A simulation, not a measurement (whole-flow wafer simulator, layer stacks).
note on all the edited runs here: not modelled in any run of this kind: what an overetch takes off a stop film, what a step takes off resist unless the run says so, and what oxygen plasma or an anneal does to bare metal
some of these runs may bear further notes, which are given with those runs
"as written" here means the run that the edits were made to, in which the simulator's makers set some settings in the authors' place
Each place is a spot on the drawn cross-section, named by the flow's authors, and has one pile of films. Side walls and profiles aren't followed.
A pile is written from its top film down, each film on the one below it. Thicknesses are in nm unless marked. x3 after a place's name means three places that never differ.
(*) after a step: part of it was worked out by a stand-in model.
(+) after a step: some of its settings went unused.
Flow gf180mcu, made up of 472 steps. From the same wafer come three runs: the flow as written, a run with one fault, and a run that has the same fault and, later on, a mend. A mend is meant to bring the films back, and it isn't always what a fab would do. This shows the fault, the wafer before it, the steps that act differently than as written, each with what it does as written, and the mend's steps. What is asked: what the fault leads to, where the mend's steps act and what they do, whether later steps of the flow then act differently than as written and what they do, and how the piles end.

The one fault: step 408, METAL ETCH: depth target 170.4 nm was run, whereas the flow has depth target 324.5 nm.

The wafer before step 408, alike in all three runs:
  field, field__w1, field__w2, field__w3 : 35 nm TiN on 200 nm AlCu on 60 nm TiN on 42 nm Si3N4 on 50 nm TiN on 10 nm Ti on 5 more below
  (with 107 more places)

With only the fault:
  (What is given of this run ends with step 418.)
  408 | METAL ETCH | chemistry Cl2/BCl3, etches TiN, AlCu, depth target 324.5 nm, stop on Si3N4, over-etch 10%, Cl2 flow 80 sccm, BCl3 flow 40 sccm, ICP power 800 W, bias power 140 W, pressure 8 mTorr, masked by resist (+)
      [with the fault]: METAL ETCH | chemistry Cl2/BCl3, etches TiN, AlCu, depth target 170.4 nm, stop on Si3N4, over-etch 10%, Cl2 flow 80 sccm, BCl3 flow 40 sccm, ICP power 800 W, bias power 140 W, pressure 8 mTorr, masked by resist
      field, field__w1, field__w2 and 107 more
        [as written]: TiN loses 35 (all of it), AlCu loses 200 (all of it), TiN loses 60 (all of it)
        [with the fault]: TiN loses 35 (all of it), AlCu loses 135.4
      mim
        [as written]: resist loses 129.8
        [with the fault]: resist loses 68.2
  Steps later in the flow that act otherwise than as written:
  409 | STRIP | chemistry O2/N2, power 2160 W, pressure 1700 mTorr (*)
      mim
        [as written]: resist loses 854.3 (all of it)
        [with the fault]: resist loses 916 (all of it)
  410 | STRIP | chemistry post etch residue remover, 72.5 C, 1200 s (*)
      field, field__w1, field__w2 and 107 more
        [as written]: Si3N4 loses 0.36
        [with the fault]: AlCu loses 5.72
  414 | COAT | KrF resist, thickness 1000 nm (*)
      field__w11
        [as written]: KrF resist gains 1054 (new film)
        [with the fault]: KrF resist gains 1029.7 (new film)
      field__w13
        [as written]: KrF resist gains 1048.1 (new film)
        [with the fault]: KrF resist gains 1026.6 (new film)
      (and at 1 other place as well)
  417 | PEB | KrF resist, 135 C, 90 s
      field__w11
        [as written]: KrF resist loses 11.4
        [with the fault]: KrF resist loses 10.8
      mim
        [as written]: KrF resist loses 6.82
        [with the fault]: KrF resist loses 8.29
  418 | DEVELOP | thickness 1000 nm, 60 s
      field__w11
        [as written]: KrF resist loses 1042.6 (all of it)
        [with the fault]: KrF resist loses 1018.9 (all of it)
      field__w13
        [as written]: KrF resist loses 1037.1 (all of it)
        [with the fault]: KrF resist loses 1015.8 (all of it)
  Once step 418 is done, the piles at field, field__w1, field__w2 and 109 more depart from the flow's by more than 2% or 0.5 nm, whichever is larger.
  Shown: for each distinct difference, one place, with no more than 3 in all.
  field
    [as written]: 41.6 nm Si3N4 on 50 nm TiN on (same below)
    [with the fault]: 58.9 nm AlCu on 60 nm TiN on 42 nm Si3N4 on 50 nm TiN on (same below)
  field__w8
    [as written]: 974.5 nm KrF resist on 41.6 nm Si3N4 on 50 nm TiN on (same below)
    [with the fault]: 974.5 nm KrF resist on 58.9 nm AlCu on 60 nm TiN on 42 nm Si3N4 on 50 nm TiN on (same below)
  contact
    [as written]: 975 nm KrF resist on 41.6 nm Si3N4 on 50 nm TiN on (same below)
    [with the fault]: 974.8 nm KrF resist on 58.9 nm AlCu on 60 nm TiN on 42 nm Si3N4 on 50 nm TiN on (same below)

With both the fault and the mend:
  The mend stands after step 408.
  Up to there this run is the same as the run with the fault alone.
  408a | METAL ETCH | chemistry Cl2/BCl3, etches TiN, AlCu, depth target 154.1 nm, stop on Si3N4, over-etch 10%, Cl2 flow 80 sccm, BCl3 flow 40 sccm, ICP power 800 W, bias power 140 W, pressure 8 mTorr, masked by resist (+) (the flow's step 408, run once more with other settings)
      field, field__w1, field__w2 and 107 more
        AlCu loses 64.6 (all of it), TiN loses 60 (all of it)
      mim
        resist loses 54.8
  None of the later steps of the flow differs from how it acts as written, at any place that is followed, by more than 2% or 0.5 nm, whichever is larger.
  By the end, the piles equal the flow's at every place that both follow.
